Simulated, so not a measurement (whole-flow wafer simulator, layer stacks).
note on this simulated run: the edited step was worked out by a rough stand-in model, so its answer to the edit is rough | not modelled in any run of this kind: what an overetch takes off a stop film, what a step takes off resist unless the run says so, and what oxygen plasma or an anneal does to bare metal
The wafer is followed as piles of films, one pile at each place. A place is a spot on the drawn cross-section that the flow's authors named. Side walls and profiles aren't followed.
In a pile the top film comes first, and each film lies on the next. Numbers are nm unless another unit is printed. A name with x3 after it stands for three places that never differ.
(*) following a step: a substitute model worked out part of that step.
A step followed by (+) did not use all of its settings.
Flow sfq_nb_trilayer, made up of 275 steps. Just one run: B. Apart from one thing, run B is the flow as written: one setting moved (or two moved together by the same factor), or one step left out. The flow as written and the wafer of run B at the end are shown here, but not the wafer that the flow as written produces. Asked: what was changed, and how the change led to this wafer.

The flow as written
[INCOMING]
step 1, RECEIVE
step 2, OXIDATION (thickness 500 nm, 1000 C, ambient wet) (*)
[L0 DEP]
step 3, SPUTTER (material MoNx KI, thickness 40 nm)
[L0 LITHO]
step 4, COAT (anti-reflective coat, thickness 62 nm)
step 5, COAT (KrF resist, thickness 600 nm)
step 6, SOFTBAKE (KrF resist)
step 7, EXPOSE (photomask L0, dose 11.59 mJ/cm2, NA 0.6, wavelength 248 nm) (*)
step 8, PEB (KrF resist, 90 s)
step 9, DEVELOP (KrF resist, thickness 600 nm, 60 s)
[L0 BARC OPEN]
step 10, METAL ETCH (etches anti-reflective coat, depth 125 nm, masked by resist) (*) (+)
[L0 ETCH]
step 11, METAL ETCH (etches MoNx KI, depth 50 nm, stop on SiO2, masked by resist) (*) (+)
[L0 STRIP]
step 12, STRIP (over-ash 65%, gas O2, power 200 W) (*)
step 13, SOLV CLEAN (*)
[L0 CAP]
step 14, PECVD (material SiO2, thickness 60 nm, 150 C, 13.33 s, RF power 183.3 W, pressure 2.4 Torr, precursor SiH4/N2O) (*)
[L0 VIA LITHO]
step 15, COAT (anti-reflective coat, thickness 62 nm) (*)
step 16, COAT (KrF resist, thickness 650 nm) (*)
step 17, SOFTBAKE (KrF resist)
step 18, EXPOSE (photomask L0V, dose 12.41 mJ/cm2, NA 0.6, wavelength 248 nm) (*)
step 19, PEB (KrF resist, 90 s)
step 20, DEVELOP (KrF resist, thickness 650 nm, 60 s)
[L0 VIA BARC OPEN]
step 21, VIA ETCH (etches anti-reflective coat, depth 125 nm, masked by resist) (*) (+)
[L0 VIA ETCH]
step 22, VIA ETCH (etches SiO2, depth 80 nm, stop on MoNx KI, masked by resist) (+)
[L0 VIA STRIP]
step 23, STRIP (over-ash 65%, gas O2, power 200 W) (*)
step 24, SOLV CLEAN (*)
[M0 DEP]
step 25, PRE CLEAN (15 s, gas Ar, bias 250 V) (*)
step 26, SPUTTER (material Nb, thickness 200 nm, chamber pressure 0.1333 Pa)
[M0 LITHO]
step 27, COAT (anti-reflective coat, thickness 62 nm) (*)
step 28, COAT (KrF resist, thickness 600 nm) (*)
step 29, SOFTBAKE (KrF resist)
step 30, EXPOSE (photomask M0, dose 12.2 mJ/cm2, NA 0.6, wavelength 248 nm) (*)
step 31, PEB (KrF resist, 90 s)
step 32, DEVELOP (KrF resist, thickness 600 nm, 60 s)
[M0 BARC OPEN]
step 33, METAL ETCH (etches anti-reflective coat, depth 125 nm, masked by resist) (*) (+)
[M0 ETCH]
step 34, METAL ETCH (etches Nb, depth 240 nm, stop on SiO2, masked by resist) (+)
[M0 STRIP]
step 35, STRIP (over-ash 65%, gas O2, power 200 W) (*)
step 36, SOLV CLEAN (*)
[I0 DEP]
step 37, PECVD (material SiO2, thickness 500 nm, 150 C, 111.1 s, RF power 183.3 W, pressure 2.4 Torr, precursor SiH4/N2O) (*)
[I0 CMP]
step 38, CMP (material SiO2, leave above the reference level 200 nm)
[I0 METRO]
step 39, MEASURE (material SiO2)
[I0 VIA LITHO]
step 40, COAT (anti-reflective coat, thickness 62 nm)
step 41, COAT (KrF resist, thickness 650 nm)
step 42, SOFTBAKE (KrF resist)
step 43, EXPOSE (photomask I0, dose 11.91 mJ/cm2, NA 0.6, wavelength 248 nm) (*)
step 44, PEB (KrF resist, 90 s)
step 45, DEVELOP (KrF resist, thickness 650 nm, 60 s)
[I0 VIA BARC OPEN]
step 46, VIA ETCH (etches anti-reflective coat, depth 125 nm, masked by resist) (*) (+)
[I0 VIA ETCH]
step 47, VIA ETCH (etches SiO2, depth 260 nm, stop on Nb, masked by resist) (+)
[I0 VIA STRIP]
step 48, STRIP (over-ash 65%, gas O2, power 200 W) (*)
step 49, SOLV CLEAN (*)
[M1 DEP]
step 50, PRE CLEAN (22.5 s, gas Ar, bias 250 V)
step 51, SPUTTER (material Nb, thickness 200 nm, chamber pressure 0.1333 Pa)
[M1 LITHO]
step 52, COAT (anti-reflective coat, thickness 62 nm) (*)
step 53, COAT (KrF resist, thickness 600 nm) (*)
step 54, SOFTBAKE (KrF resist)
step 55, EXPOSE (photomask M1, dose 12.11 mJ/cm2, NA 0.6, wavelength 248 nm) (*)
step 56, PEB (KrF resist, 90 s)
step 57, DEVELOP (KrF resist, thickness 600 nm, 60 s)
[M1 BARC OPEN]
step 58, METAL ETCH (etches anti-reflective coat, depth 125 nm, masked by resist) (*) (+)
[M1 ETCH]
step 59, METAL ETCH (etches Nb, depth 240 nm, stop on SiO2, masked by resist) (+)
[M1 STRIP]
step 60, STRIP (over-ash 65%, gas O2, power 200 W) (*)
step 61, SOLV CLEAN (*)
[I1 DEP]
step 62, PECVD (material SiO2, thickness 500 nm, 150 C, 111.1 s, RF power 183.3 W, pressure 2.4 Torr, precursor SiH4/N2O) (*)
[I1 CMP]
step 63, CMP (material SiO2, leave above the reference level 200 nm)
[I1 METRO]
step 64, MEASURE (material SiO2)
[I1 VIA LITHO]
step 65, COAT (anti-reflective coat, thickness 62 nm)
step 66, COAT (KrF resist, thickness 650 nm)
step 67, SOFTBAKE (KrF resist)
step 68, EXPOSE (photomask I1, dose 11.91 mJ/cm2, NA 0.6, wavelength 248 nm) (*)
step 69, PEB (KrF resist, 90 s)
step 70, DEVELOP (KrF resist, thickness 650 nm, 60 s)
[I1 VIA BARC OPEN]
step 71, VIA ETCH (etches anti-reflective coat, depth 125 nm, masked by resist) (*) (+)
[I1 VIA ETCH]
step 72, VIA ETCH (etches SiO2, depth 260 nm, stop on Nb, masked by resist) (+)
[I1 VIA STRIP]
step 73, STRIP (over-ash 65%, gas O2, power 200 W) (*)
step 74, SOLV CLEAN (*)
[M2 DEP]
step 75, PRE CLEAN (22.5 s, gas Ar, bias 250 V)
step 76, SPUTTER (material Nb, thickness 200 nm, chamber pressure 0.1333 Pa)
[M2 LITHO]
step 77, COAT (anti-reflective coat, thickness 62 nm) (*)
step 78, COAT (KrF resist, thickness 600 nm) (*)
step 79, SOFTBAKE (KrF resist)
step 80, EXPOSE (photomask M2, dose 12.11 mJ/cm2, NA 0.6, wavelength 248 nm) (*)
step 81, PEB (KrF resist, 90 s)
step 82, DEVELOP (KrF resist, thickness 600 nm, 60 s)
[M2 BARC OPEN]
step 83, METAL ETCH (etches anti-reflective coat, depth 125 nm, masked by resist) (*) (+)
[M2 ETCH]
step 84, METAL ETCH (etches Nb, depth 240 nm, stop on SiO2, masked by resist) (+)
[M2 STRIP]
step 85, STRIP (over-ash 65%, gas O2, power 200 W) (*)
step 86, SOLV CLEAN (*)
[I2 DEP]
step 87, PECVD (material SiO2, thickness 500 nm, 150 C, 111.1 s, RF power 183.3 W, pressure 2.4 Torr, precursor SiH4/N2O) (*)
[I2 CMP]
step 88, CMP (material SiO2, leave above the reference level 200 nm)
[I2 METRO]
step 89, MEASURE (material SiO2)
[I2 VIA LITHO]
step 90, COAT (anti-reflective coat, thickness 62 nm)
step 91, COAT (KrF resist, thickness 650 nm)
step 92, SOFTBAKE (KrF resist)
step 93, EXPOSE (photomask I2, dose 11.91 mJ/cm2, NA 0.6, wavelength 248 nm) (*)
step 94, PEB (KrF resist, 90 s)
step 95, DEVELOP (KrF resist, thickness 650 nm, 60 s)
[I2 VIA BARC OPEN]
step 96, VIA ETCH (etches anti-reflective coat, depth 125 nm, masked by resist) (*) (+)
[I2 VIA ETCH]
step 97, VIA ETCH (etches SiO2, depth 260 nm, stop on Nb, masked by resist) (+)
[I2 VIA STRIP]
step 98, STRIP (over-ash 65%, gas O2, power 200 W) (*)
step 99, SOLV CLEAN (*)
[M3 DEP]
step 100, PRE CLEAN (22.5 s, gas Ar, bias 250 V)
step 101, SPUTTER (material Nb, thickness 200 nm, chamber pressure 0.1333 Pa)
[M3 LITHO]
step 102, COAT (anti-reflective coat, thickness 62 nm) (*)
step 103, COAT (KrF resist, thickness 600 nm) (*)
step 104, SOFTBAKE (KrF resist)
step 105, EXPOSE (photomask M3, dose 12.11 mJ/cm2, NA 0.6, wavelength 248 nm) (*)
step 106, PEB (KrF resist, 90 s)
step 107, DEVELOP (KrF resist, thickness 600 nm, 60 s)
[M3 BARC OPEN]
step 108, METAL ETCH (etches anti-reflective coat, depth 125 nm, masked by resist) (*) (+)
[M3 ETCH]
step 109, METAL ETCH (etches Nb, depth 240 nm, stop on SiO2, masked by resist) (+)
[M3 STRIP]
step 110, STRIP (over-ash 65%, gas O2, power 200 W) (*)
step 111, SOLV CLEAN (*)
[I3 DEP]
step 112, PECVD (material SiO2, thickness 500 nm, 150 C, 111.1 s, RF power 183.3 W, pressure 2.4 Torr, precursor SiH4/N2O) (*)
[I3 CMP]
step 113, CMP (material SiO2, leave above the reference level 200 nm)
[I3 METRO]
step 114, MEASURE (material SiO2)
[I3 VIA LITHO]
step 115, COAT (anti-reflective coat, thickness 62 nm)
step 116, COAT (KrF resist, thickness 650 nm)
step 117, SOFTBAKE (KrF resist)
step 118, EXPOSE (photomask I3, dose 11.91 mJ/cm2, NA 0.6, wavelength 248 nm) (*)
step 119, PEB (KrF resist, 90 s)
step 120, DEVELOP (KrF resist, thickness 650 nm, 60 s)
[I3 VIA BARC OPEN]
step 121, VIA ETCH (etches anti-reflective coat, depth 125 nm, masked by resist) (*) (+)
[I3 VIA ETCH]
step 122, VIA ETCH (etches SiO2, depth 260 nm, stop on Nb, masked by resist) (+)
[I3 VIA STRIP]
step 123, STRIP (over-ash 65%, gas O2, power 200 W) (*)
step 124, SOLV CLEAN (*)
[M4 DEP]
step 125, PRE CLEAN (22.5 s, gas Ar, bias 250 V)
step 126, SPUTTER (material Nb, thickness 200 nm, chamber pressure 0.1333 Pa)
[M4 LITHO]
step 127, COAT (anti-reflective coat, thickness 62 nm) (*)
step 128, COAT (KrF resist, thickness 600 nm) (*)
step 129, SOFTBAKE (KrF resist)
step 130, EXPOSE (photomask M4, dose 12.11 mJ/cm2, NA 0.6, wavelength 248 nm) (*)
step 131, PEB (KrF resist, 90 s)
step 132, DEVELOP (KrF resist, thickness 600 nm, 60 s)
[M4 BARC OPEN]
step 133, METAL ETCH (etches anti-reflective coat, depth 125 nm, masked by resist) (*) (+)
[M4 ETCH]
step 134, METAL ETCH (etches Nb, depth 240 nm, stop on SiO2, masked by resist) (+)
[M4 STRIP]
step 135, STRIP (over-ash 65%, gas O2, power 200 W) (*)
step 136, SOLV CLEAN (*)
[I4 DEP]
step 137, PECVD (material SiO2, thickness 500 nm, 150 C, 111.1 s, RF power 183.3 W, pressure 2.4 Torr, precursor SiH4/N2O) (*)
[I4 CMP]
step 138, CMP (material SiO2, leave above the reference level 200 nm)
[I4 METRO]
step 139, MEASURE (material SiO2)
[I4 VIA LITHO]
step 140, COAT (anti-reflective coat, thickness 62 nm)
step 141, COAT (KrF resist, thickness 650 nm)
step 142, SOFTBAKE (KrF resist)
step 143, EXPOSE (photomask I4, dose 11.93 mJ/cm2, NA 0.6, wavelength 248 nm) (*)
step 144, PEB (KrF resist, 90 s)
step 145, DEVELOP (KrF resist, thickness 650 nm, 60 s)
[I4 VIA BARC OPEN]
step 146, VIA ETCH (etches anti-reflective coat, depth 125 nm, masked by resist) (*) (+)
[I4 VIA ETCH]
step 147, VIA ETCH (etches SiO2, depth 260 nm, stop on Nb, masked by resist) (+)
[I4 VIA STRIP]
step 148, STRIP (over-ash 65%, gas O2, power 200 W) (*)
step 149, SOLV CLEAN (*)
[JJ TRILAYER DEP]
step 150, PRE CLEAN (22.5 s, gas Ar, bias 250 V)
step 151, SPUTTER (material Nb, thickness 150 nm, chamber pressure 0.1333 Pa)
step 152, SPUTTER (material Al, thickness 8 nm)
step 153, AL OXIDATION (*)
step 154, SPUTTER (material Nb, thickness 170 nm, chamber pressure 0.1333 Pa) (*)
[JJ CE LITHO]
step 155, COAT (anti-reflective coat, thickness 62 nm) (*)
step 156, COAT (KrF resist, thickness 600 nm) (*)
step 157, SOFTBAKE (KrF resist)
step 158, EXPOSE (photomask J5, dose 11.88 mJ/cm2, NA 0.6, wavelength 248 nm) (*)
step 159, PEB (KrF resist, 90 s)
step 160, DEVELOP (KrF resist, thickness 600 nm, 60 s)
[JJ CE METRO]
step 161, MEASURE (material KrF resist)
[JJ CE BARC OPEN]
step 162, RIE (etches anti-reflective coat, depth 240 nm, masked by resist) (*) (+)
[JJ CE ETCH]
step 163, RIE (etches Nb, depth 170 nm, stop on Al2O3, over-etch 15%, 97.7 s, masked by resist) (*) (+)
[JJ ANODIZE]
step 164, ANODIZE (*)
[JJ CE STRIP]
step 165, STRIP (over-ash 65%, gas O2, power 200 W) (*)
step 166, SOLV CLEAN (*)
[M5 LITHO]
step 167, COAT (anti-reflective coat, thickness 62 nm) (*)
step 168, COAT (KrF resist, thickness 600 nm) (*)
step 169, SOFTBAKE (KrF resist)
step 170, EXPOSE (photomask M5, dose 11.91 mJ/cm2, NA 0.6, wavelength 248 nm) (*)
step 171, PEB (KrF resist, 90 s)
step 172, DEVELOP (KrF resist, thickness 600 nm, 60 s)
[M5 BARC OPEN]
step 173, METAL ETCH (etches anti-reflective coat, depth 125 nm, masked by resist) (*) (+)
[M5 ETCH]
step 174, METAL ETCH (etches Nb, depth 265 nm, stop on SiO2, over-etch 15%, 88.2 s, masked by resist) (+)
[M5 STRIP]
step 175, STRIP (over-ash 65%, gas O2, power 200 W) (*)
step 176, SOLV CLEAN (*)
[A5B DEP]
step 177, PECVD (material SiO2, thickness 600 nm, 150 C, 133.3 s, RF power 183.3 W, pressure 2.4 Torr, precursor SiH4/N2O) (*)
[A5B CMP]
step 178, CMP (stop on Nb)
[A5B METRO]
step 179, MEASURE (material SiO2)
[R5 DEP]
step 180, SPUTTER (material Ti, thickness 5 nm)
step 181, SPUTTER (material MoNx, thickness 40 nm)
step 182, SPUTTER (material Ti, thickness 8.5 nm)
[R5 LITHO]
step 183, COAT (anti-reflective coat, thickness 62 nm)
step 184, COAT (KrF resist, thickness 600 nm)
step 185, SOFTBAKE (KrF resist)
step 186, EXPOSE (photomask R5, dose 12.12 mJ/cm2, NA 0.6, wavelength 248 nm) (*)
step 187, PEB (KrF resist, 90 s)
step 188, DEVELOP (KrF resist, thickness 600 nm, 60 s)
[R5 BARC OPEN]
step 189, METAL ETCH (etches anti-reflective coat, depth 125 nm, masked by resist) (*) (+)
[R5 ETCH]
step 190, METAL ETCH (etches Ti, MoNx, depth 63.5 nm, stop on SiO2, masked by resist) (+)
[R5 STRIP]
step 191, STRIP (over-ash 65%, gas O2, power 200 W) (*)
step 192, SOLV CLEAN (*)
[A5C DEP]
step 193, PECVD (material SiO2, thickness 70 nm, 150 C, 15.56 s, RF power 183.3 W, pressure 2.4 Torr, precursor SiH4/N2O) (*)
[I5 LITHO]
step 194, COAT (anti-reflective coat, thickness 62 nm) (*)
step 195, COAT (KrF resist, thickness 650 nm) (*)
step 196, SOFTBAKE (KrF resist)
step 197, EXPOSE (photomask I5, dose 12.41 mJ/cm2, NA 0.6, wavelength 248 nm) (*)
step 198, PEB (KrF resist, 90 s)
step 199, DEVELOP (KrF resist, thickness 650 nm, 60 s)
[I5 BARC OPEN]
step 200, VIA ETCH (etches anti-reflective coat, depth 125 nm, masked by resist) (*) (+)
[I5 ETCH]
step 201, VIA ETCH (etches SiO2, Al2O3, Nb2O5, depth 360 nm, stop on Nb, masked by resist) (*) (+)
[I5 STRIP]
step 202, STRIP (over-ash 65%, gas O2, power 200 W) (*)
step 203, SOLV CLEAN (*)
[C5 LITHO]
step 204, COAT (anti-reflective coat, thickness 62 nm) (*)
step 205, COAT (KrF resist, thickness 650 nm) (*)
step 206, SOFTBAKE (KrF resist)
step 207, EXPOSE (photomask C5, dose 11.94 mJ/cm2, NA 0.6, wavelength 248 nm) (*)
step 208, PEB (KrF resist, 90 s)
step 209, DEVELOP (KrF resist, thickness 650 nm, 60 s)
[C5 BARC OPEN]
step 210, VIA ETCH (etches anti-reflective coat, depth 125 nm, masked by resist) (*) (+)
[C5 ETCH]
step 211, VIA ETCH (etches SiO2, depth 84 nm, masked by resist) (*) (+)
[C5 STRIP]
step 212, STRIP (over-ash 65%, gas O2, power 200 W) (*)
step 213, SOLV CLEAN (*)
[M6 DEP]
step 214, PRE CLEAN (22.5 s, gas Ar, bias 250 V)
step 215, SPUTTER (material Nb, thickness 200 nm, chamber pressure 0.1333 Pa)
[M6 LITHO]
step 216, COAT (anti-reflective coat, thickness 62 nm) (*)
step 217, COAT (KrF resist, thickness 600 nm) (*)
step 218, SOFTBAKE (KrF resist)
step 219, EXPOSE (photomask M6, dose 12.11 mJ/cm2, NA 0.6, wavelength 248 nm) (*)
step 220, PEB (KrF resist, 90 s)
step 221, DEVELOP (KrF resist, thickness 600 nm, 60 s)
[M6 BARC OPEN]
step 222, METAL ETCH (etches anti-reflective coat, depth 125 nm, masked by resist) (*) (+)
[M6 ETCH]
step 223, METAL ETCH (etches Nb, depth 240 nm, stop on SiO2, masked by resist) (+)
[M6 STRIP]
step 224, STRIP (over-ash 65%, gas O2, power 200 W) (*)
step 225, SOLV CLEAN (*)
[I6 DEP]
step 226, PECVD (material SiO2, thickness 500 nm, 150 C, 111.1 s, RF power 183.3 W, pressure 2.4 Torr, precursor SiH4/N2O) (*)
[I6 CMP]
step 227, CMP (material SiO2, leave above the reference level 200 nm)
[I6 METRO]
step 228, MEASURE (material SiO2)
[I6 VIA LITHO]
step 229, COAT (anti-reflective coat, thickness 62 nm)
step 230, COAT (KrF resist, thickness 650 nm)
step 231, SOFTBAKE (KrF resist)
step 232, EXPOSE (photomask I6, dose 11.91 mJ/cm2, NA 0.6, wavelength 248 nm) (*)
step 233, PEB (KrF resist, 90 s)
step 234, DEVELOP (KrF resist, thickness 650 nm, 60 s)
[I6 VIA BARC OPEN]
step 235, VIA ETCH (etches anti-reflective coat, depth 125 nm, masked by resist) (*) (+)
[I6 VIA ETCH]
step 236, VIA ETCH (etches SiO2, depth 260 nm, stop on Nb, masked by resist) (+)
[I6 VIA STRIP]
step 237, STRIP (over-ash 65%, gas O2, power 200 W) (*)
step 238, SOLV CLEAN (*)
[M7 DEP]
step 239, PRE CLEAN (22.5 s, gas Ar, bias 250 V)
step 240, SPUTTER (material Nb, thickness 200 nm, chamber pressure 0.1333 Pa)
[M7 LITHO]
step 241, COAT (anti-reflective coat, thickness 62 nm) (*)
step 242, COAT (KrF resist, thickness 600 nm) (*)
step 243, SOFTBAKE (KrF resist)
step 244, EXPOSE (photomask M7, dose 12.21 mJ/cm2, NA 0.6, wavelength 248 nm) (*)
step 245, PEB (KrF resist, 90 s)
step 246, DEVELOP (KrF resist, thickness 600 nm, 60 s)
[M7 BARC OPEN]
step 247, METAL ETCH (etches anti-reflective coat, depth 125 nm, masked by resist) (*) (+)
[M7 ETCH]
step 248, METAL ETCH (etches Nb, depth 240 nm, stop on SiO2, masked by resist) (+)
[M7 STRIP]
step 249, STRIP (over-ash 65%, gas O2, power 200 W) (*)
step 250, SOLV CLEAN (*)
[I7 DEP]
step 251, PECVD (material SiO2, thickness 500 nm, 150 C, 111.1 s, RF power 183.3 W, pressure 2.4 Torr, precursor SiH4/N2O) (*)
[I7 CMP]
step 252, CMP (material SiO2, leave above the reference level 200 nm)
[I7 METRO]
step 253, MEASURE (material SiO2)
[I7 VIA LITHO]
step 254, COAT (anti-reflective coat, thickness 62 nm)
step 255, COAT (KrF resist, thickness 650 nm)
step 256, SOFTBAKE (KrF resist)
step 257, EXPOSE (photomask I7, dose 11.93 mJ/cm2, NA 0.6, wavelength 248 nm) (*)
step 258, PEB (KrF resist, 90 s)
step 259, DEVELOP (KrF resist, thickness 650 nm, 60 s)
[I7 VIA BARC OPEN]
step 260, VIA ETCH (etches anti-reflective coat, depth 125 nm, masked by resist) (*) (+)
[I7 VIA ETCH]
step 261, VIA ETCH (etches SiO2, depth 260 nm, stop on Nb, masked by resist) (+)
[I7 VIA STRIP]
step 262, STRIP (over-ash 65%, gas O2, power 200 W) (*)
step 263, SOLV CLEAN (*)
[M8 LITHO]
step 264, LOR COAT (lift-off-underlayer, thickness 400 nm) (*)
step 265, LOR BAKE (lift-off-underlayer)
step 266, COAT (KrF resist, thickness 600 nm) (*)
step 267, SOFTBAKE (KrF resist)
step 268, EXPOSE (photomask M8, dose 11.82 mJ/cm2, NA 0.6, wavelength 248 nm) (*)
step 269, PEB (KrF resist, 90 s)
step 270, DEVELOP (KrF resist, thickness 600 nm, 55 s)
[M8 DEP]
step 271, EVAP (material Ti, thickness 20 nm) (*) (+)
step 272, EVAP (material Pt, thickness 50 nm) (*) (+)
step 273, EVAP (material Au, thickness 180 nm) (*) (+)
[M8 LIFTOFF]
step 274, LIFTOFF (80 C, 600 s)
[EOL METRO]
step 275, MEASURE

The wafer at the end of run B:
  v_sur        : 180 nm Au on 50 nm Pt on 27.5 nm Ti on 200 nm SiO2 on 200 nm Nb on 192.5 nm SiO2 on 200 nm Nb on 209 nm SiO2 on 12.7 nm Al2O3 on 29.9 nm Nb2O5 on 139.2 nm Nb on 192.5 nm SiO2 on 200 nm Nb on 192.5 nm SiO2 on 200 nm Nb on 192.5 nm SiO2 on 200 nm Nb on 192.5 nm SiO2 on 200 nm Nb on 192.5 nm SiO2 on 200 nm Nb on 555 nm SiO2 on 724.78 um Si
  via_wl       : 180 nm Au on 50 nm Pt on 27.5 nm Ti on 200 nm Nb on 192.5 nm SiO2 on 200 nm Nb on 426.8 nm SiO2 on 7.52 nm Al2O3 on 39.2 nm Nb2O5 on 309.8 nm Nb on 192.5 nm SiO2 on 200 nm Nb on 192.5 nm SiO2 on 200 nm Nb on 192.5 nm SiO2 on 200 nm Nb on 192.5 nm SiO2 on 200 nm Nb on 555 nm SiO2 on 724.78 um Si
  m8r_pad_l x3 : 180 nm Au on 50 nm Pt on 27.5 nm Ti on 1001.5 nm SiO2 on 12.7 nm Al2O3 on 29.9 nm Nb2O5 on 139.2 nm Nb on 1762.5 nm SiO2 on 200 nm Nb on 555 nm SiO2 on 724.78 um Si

Cause: step 271, EVAP: thickness 27.5 nm was run, while the flow as written has thickness 20 nm.
The wafer itself shows it: v_sur has Ti 27.5, and step 271 as written asks for 20 nm.

The path from the change to this, step by step:
  step 271, EVAP (material Ti, thickness 20 nm) (*) (+)
      field_l, v_sur, via_wl and 103 more: +27.5 Ti (new film) (it would be, as written: +20 Ti (new film))
  step 274, LIFTOFF (80 C, 600 s)
      p4_fl x3, p4_w1 x9, p4_g1 x2 and 60 more: -180 Au (all of it), -50 Pt (all of it), -27.5 Ti (all of it), -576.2 KrF resist (all of it), -400 lift-off-underlayer (all of it) (it would be, as written: -180 Au (all of it), -50 Pt (all of it), -20 Ti (all of it), -576.2 KrF resist (all of it), -400 lift-off-underlayer (all of it))
      c5j, ce_r: -180 Au (all of it), -50 Pt (all of it), -27.5 Ti (all of it), -573.3 KrF resist (all of it), -399.3 lift-off-underlayer (all of it) (it would be, as written: -180 Au (all of it), -50 Pt (all of it), -20 Ti (all of it), -573.3 KrF resist (all of it), -399.3 lift-off-underlayer (all of it))
      (and at 19 other places as well)
